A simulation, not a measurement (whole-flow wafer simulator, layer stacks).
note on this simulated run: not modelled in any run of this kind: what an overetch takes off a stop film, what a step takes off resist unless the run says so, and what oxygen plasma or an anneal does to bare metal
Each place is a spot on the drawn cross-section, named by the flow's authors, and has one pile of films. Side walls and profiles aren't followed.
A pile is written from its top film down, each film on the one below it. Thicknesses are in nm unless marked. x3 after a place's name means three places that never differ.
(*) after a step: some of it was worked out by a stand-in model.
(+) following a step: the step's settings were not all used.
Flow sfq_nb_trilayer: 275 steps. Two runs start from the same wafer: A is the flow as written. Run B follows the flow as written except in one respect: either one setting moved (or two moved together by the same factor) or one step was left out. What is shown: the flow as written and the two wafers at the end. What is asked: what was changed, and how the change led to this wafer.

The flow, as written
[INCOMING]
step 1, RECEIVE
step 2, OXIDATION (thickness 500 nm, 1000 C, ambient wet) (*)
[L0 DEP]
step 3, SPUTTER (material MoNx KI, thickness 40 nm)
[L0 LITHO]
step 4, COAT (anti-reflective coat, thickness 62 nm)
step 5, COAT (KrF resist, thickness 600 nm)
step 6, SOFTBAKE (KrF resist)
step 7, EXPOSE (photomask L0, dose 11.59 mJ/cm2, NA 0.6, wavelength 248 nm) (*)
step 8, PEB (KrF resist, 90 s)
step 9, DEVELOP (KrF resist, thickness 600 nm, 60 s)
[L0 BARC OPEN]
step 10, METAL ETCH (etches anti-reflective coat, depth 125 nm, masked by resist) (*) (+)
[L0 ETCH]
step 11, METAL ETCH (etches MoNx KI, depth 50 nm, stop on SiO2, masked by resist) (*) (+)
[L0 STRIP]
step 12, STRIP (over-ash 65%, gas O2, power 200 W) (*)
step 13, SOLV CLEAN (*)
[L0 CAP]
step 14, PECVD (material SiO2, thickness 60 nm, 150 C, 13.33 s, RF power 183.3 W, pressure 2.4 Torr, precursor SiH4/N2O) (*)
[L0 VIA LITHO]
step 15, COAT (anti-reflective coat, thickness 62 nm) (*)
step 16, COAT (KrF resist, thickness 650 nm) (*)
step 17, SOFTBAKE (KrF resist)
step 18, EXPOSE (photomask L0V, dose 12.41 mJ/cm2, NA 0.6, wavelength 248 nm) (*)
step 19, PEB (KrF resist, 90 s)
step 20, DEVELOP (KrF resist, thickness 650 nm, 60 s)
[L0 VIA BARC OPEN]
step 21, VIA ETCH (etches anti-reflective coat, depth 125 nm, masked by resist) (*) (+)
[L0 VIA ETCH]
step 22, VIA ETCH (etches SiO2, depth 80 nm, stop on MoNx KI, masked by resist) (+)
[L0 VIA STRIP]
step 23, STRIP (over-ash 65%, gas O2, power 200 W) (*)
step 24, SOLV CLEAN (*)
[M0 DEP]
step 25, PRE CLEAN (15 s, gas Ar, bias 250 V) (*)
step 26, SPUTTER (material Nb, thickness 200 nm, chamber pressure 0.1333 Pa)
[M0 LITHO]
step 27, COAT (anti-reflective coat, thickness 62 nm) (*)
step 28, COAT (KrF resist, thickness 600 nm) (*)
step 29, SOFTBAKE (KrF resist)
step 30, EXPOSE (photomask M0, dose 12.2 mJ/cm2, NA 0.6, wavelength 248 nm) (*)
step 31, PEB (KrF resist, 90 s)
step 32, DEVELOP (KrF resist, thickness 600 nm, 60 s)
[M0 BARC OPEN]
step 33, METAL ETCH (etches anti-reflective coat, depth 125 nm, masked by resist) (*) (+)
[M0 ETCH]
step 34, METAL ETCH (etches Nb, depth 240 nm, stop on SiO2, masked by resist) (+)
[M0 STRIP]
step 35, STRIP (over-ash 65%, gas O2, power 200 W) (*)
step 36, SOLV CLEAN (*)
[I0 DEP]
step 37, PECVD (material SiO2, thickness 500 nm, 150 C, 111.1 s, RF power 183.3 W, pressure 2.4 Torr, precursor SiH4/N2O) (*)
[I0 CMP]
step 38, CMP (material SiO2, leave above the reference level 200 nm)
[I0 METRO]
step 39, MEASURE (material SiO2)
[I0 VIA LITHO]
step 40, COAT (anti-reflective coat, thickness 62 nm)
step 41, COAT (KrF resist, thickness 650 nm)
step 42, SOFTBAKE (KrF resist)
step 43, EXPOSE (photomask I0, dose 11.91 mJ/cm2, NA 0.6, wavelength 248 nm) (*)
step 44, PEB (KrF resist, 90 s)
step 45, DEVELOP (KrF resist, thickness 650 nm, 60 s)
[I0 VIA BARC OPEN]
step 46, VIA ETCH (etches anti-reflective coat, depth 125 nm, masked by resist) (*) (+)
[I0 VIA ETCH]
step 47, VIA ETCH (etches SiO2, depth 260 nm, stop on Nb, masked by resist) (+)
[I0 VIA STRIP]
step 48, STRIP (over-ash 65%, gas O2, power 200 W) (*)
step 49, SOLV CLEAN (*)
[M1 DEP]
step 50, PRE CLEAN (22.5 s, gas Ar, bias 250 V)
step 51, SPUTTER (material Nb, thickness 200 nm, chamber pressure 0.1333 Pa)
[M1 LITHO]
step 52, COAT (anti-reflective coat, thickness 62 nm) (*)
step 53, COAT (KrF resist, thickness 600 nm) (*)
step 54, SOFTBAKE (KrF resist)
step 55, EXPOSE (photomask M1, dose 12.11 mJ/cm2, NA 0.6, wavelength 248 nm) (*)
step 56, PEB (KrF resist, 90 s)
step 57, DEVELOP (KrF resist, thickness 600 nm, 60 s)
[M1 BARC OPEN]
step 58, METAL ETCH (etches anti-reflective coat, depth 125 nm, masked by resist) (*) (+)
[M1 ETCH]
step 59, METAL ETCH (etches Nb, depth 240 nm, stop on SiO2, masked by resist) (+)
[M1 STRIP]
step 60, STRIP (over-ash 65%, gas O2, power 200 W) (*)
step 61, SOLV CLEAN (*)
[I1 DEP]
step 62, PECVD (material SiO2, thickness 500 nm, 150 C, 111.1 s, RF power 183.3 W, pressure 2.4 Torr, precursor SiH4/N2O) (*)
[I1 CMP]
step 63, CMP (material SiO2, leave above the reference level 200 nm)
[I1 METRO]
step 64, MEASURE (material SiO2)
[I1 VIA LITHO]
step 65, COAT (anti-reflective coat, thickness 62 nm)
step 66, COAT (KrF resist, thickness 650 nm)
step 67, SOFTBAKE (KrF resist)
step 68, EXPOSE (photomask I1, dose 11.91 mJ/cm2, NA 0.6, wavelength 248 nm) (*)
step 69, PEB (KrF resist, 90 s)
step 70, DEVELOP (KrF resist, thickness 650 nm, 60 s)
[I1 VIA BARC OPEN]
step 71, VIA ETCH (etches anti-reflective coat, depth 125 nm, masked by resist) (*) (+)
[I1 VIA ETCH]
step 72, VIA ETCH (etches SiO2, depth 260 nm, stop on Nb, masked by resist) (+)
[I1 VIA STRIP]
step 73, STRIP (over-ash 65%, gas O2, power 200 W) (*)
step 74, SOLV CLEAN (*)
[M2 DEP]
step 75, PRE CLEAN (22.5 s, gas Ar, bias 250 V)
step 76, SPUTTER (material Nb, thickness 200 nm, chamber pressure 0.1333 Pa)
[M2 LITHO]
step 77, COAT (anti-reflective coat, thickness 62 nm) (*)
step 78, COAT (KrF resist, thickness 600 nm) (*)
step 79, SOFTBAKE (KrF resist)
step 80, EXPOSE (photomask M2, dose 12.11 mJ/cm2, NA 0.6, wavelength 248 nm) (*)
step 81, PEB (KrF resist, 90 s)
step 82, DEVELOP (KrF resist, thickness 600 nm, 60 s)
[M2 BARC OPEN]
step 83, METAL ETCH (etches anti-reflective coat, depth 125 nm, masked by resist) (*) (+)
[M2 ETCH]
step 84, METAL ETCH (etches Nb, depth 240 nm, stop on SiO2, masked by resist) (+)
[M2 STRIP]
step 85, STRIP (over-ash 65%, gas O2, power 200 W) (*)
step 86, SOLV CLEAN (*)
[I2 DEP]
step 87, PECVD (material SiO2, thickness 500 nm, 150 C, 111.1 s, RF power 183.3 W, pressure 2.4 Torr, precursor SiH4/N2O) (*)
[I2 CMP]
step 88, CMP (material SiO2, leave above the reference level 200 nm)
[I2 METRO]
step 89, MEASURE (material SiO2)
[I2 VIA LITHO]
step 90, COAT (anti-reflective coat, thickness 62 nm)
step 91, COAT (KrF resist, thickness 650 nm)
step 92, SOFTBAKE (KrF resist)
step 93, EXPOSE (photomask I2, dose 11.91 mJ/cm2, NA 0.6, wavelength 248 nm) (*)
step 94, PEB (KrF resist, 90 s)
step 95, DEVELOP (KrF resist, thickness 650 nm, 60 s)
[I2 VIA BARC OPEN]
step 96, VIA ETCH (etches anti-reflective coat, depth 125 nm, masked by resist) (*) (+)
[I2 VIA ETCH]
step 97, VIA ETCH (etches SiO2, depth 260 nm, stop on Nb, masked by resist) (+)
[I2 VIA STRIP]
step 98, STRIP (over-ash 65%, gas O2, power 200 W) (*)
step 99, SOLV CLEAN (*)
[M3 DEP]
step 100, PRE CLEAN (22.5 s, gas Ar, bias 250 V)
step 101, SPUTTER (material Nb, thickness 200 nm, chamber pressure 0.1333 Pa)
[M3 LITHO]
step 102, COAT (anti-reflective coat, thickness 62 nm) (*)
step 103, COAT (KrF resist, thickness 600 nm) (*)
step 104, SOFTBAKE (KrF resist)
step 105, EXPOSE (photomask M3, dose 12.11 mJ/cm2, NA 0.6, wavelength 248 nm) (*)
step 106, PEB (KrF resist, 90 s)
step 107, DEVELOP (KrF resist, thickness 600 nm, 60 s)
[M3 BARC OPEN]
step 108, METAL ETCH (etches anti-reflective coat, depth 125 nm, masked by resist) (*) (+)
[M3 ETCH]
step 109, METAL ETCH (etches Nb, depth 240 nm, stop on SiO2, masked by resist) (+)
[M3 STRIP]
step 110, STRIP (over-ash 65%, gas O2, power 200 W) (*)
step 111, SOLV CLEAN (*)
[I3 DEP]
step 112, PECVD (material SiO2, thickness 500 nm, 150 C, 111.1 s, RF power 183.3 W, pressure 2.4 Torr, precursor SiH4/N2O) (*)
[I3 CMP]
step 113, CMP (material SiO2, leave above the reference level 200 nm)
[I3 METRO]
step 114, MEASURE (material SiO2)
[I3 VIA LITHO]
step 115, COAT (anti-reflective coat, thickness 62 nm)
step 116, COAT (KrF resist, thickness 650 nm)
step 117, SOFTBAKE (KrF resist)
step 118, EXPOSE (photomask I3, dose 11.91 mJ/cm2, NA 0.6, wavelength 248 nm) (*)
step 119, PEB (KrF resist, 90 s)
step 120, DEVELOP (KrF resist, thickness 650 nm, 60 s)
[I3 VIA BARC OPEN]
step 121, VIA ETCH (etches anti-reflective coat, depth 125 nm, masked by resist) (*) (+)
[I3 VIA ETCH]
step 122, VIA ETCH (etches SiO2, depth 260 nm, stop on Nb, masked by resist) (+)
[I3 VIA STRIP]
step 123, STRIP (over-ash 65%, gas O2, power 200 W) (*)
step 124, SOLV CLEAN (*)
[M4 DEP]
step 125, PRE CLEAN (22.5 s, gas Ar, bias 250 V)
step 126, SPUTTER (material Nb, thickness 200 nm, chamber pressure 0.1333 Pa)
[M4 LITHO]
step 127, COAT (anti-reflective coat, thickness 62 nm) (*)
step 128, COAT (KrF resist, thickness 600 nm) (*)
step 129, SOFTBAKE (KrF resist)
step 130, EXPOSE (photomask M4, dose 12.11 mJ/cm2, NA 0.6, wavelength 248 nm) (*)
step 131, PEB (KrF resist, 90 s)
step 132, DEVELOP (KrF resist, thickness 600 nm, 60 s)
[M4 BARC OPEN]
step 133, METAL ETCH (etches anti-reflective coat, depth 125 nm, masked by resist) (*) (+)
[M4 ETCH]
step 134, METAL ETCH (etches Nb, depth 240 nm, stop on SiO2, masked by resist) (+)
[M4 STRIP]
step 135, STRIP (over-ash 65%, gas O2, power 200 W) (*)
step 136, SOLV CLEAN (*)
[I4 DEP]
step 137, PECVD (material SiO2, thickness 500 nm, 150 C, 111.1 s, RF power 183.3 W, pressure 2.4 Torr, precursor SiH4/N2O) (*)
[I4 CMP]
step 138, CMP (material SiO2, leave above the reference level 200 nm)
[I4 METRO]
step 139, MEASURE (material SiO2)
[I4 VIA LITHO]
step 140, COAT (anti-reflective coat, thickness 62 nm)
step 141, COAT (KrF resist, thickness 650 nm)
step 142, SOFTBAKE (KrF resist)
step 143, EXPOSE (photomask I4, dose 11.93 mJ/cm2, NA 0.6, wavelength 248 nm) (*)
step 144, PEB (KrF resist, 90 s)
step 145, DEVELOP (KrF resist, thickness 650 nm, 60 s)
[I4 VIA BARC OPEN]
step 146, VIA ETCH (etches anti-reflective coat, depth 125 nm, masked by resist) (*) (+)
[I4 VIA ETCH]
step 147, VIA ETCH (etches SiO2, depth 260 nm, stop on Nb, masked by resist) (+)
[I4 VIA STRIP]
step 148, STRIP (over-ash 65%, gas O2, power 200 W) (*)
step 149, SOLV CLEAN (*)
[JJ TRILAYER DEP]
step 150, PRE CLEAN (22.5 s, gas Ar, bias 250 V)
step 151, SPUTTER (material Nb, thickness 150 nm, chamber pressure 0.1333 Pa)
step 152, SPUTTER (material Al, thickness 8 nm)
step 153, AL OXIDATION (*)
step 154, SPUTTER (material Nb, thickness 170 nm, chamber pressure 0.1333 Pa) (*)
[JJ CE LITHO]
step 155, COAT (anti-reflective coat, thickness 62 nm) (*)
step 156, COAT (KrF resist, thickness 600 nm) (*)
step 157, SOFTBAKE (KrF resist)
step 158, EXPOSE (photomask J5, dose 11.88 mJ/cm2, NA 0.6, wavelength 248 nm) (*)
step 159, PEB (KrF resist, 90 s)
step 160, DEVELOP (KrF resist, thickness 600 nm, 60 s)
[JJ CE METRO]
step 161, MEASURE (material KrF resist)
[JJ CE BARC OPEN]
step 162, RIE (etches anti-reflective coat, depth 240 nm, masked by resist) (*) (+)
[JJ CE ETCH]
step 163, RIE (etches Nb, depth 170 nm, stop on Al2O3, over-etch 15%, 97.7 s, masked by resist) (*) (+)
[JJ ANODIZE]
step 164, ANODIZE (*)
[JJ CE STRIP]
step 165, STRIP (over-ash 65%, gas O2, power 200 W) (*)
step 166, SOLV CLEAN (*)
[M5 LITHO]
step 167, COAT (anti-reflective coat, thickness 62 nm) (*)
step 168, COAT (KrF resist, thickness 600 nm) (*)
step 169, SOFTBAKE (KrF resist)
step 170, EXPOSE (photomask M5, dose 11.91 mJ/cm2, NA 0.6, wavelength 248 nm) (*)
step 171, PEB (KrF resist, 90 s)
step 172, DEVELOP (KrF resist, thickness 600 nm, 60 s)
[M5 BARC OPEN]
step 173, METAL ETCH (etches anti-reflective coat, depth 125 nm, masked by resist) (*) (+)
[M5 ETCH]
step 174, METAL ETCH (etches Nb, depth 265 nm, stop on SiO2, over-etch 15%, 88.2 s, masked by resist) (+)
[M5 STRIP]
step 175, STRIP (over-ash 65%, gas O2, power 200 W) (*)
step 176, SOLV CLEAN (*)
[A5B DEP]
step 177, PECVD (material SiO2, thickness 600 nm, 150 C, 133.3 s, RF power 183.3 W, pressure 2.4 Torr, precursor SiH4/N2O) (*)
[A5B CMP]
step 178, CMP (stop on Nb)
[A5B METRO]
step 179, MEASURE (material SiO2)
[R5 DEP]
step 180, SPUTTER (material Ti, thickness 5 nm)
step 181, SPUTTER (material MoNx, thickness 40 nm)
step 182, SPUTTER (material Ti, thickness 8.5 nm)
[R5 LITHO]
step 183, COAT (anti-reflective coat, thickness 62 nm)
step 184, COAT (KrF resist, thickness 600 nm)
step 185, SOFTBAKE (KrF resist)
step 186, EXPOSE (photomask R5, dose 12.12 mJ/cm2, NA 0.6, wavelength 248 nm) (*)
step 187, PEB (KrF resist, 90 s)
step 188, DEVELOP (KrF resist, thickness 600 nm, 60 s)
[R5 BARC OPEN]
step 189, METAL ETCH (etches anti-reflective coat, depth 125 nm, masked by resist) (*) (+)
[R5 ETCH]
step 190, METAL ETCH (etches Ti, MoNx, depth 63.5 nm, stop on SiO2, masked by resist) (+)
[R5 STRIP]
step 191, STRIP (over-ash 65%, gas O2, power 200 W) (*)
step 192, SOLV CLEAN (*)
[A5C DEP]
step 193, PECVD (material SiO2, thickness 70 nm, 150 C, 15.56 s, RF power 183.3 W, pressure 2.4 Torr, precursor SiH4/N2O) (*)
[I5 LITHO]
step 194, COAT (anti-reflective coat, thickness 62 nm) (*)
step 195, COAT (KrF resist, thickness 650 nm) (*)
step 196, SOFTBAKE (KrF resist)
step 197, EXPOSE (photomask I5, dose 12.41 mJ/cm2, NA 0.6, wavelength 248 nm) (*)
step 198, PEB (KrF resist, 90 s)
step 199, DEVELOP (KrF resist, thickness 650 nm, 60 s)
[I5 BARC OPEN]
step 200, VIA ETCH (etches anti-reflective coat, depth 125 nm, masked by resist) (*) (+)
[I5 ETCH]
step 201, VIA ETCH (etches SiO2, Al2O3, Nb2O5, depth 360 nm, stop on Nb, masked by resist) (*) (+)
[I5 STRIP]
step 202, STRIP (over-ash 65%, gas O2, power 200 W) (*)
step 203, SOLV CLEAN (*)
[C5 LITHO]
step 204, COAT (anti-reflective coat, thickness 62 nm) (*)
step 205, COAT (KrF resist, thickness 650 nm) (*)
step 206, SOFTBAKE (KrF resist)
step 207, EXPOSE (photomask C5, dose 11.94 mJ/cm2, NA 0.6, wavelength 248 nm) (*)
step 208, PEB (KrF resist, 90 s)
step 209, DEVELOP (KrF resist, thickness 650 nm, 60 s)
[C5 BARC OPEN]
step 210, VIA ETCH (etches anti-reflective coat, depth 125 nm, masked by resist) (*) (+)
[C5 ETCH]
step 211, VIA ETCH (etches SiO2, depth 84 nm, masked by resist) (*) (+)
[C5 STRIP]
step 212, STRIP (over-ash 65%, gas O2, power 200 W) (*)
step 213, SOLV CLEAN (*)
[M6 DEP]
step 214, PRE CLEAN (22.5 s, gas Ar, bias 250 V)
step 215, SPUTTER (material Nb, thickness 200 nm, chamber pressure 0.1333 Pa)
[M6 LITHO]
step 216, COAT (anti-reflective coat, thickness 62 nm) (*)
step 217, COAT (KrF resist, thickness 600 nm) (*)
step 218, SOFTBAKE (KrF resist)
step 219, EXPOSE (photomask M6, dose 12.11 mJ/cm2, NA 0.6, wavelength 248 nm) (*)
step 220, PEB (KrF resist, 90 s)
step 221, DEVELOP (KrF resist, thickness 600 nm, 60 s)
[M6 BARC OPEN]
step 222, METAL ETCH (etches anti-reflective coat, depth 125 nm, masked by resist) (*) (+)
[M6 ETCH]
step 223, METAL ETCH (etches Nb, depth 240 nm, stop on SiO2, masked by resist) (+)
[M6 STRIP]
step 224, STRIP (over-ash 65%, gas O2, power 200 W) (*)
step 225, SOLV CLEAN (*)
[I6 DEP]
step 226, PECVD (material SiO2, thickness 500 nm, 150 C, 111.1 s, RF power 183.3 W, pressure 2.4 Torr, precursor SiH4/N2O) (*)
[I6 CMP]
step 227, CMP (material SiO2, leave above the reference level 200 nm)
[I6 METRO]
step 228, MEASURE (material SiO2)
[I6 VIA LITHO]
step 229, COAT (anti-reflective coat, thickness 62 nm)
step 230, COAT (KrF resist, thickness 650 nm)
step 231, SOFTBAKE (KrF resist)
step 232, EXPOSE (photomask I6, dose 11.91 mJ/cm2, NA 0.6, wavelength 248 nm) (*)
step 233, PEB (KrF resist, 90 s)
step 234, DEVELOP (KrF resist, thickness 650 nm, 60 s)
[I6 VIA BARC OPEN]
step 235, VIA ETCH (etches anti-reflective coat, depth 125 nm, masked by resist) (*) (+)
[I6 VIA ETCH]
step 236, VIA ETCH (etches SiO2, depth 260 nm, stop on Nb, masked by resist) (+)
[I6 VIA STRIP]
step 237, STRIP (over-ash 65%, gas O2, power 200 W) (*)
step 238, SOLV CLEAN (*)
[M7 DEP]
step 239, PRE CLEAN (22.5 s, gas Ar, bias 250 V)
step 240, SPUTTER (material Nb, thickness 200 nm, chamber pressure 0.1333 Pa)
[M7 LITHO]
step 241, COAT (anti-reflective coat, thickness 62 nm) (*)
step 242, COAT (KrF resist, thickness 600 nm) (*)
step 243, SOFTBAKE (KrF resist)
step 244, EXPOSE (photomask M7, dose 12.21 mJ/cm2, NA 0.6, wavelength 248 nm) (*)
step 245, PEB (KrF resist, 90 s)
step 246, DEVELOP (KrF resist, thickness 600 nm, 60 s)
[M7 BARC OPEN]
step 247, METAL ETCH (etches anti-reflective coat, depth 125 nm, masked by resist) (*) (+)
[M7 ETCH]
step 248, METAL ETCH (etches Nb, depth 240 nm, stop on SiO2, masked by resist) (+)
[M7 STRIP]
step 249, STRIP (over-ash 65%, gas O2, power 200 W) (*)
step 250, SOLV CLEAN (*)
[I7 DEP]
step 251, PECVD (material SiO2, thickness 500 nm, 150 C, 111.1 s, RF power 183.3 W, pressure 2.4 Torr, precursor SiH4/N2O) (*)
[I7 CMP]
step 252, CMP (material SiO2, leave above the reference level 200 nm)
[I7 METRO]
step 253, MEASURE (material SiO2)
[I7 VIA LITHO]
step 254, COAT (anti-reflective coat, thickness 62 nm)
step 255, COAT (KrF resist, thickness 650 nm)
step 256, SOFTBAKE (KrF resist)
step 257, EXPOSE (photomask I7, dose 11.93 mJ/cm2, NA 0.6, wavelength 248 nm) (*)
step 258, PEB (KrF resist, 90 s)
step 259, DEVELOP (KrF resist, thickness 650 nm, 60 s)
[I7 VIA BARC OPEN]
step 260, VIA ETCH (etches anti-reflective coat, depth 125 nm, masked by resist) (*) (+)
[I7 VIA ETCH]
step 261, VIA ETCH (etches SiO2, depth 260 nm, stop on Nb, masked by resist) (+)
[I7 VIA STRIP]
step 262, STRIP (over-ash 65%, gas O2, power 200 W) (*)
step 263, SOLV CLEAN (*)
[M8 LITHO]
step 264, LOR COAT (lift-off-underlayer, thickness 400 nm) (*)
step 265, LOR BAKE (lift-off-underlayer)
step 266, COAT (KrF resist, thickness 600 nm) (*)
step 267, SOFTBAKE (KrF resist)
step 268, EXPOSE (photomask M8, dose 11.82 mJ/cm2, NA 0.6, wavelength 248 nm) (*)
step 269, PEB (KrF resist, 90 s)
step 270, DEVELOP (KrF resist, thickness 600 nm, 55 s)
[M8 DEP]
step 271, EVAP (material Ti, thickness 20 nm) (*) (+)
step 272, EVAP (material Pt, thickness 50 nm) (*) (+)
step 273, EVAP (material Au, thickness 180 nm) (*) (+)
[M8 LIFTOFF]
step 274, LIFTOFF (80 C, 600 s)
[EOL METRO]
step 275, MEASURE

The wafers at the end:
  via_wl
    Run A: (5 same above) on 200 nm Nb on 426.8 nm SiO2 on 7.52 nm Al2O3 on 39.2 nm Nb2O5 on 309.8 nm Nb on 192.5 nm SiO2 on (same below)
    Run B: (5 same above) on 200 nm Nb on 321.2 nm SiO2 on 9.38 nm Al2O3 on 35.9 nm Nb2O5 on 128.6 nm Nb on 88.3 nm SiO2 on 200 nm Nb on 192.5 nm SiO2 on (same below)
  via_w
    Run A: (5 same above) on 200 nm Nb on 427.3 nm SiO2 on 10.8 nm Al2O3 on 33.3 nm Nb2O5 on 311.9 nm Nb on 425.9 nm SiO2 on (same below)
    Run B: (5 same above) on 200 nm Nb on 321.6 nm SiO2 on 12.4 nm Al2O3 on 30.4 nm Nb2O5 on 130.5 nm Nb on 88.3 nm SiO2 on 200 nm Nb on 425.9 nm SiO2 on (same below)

Cause: step 147, VIA ETCH: depth 104 nm was run, while the flow as written has depth 260 nm.

How this came from the change, step by step:
  step 147, VIA ETCH (etches SiO2, depth 260 nm, stop on Nb, masked by resist) (+)
      via_wl, via_w, via_wr: A -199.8 SiO2 (all of it) | B -104 SiO2
      field_l, v_sur, via_sp and 100 more: A -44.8 KrF resist | B -17.9 KrF resist
  step 148, STRIP (over-ash 65%, gas O2, power 200 W) (*)
      field_l, v_sur, via_sp and 100 more: A -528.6 KrF resist (all of it), -62 anti-reflective coat (all of it) | B -555.5 KrF resist (all of it), -62 anti-reflective coat (all of it)
  step 150, PRE CLEAN (22.5 s, gas Ar, bias 250 V)
      via_wl, via_w, via_wr: A -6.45 Nb | B -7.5 SiO2
  step 151, SPUTTER (material Nb, thickness 150 nm, chamber pressure 0.1333 Pa)
      via_wl, via_w, via_wr: A +130.4 Nb | B +141.5 Nb (new film)
  step 152, SPUTTER (material Al, thickness 8 nm)
      via_wl, via_wr: A +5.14 Al (new film) | B +6.27 Al (new film)
      via_w: A +7.12 Al (new film) | B +7.86 Al (new film)
  step 154, SPUTTER (material Nb, thickness 170 nm, chamber pressure 0.1333 Pa) (*)
      via_wl, via_wr: A +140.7 Nb (new film) | B +128.9 Nb (new film)
      via_w: A +141 Nb (new film) | B +167.6 Nb (new film)
  step 155, COAT (anti-reflective coat, thickness 62 nm) (*)
      via_wl, via_wr: A +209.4 anti-reflective coat (new film) | B +166.2 anti-reflective coat (new film)
      v_sur: A +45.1 anti-reflective coat (new film) | B +50 anti-reflective coat (new film)
      (and at 2 other places as well)
  step 156, COAT (KrF resist, thickness 600 nm) (*)
      via_wl: A +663 KrF resist (new film) | B +632.6 KrF resist (new film)
      via_w: A +763.8 KrF resist (new film) | B +667.1 KrF resist (new film)
      (and at 1 other place as well)
  step 160, DEVELOP (KrF resist, thickness 600 nm, 60 s)
      via_wl: A -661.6 KrF resist (all of it) | B -631.3 KrF resist (all of it)
      via_w: A -762.1 KrF resist (all of it) | B -665.6 KrF resist (all of it)
      (and at 1 other place as well)
  step 162, RIE (etches anti-reflective coat, depth 240 nm, masked by resist) (*) (+)
      ce_l, c5j, ce_r, wl_jj: A -209.4 KrF resist | B -166.2 KrF resist
      via_wl, via_wr: A -209.4 anti-reflective coat (all of it) | B -166.2 anti-reflective coat (all of it)
      (and at 3 other places as well)
  step 163, RIE (etches Nb, depth 170 nm, stop on Al2O3, over-etch 15%, 97.7 s, masked by resist) (*) (+)
      via_w: A -141 Nb (all of it), -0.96 Al2O3 (all of it) | B -167.6 Nb (all of it), -0.56 Al2O3
      via_wl, via_wr: A -140.7 Nb (all of it), -0.96 Al2O3 (all of it) | B -128.9 Nb (all of it), -0.96 Al2O3 (all of it)
  step 164, ANODIZE (*)
      via_w: A +10.8 Al2O3 (new film), +33.3 Nb2O5 (new film), -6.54 Al (all of it), -12 Nb | B +12 Al2O3, +30.4 Nb2O5 (new film), -7.28 Al (all of it), -10.9 Nb
      via_wl, via_wr: A +7.52 Al2O3 (new film), +39.2 Nb2O5 (new film), -4.56 Al (all of it), -14.1 Nb | B +9.38 Al2O3 (new film), +35.9 Nb2O5 (new film), -5.69 Al (all of it), -12.9 Nb
  step 165, STRIP (over-ash 65%, gas O2, power 200 W) (*)
      c5j, ce_r: A -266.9 KrF resist (all of it), -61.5 anti-reflective coat (all of it) | B -310.7 KrF resist (all of it), -61.8 anti-reflective coat (all of it)
      ce_l: A -266.8 KrF resist (all of it), -61.4 anti-reflective coat (all of it) | B -310.7 KrF resist (all of it), -61.7 anti-reflective coat (all of it)
      (and at 1 other place as well)
  step 167, COAT (anti-reflective coat, thickness 62 nm) (*)
      v_sur: A +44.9 anti-reflective coat (new film) | B +46.9 anti-reflective coat (new film)
      via_wl: A +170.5 anti-reflective coat (new film) | B +105.8 anti-reflective coat (new film)
      (and at 3 other places as well)
  step 168, COAT (KrF resist, thickness 600 nm) (*)
      v_sur: A +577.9 KrF resist (new film) | B +593.4 KrF resist (new film)
      via_wl: A +656 KrF resist (new film) | B +639.4 KrF resist (new film)
      (and at 3 other places as well)
  step 175, STRIP (over-ash 65%, gas O2, power 200 W) (*)
      v_sur: A -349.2 KrF resist (all of it), -44.9 anti-reflective coat (all of it) | B -364.6 KrF resist (all of it), -46.9 anti-reflective coat (all of it)
      via_wl: A -427 KrF resist (all of it), -170.5 anti-reflective coat (all of it) | B -410.5 KrF resist (all of it), -105.8 anti-reflective coat (all of it)
      (and at 3 other places as well)
  step 178, CMP (stop on Nb)
      via_wl, via_wr: A -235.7 SiO2 | B -341.3 SiO2
      via_w: A -235.2 SiO2 | B -340.9 SiO2
With metal films that touch counted as one body, via_wl has 8 bodies (between them, from the top down: SiO2 192.5; SiO2 321.2 / Al2O3 9.38 / Nb2O5 35.9; SiO2 88.3; SiO2 192.5; SiO2 192.5; SiO2 192.5; SiO2 192.5); the flow as written gives 7 bodies (between them, from the top down: SiO2 192.5; SiO2 426.8 / Al2O3 7.52 / Nb2O5 39.2; SiO2 192.5; SiO2 192.5; SiO2 192.5; SiO2 192.5).
With metal films that touch counted as one body, via_w has 6 bodies (between them, from the top down: SiO2 192.5; SiO2 321.6 / Al2O3 12.4 / Nb2O5 30.4; SiO2 88.3; SiO2 425.9; SiO2 416.9); the flow as written gives 5 bodies (between them, from the top down: SiO2 192.5; SiO2 427.3 / Al2O3 10.8 / Nb2O5 33.3; SiO2 425.9; SiO2 416.9).
